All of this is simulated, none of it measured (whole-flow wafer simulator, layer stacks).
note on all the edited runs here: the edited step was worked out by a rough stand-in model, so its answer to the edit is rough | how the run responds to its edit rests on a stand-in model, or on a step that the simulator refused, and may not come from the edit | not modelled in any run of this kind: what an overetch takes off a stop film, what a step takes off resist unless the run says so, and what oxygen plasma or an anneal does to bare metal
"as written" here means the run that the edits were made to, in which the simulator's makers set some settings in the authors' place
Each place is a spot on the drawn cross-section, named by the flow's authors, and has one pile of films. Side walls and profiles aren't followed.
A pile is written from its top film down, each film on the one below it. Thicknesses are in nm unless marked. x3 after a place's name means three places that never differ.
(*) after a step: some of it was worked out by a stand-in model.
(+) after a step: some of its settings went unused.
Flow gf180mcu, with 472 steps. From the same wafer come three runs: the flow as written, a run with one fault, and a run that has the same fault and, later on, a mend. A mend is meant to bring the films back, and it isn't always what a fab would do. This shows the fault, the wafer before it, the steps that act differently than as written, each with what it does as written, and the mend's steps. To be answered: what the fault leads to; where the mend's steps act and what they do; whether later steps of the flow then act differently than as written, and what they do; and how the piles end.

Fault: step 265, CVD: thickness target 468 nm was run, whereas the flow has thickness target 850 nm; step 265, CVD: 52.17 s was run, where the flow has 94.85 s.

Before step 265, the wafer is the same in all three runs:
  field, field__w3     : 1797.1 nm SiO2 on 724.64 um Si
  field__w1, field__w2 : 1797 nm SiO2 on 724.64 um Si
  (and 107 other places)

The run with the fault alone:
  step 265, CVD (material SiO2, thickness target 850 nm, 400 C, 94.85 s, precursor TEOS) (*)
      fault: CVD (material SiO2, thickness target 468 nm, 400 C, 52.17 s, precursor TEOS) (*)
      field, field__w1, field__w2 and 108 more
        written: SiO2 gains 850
        fault: SiO2 gains 475.7
  Steps later in the flow that act otherwise than as written (4 more steps, not shown, differ only slightly: by at most 2% or 0.5 nm, whichever is larger):
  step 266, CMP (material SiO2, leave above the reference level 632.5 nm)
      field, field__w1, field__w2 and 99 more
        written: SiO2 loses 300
        fault: nothing
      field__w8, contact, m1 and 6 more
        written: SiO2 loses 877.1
        fault: SiO2 loses 502.8
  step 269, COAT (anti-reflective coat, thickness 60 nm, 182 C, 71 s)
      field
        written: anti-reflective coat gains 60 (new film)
        fault: anti-reflective coat gains 89.8 (new film)
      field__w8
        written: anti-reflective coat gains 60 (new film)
        fault: anti-reflective coat gains 22.5 (new film)
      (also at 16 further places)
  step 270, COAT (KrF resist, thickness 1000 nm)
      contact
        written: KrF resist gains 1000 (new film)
        fault: KrF resist gains 972.3 (new film)
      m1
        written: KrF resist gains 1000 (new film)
        fault: KrF resist gains 968.5 (new film)
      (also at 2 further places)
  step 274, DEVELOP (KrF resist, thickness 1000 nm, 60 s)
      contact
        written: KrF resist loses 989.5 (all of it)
        fault: KrF resist loses 962 (all of it)
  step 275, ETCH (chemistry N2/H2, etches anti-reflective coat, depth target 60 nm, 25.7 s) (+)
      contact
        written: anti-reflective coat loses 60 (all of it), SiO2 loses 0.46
        fault: anti-reflective coat loses 26.4 (all of it), SiO2 loses 1.32
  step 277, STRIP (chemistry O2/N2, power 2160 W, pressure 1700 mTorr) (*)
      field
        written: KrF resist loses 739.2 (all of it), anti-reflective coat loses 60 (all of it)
        fault: KrF resist loses 725.7 (all of it), anti-reflective coat loses 89.8 (all of it)
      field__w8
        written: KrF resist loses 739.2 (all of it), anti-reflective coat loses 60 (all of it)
        fault: KrF resist loses 730.2 (all of it), anti-reflective coat loses 22.5 (all of it)
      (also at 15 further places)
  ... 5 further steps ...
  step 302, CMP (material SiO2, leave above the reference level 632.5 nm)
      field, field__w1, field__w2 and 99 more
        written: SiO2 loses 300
        fault: SiO2 loses 287.7
  By the end, the piles at field, field__w1, field__w2 and 105 more depart from the flow's by more than 2% or 0.5 nm, whichever is larger.
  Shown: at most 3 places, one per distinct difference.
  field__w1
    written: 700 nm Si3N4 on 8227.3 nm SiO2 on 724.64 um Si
    fault: 700 nm Si3N4 on 5896.3 nm SiO2 on 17 nm W on 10 nm TiN on 15 nm Ti on 2272.7 nm SiO2 on 724.64 um Si
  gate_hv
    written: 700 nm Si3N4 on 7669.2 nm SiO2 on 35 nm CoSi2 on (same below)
    fault: 700 nm Si3N4 on 5896.3 nm SiO2 on 17 nm W on 10 nm TiN on 15 nm Ti on 1714.6 nm SiO2 on 35 nm CoSi2 on (same below)
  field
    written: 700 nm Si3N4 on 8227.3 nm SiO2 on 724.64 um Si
    fault: 700 nm Si3N4 on 5896.3 nm SiO2 on 17 nm W on 10 nm TiN on 15 nm Ti on 2272.8 nm SiO2 on 724.64 um Si

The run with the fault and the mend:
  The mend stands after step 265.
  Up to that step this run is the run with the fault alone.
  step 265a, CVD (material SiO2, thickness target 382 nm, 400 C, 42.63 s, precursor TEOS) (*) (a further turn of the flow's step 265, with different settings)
      field, field__w1, field__w2 and 108 more
        SiO2 gains 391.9
  Steps later in the flow that act otherwise than as written:
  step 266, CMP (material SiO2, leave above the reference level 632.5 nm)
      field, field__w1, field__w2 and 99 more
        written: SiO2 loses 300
        mend: SiO2 loses 317.6
  The piles end the same as the flow's at every place that both follow.
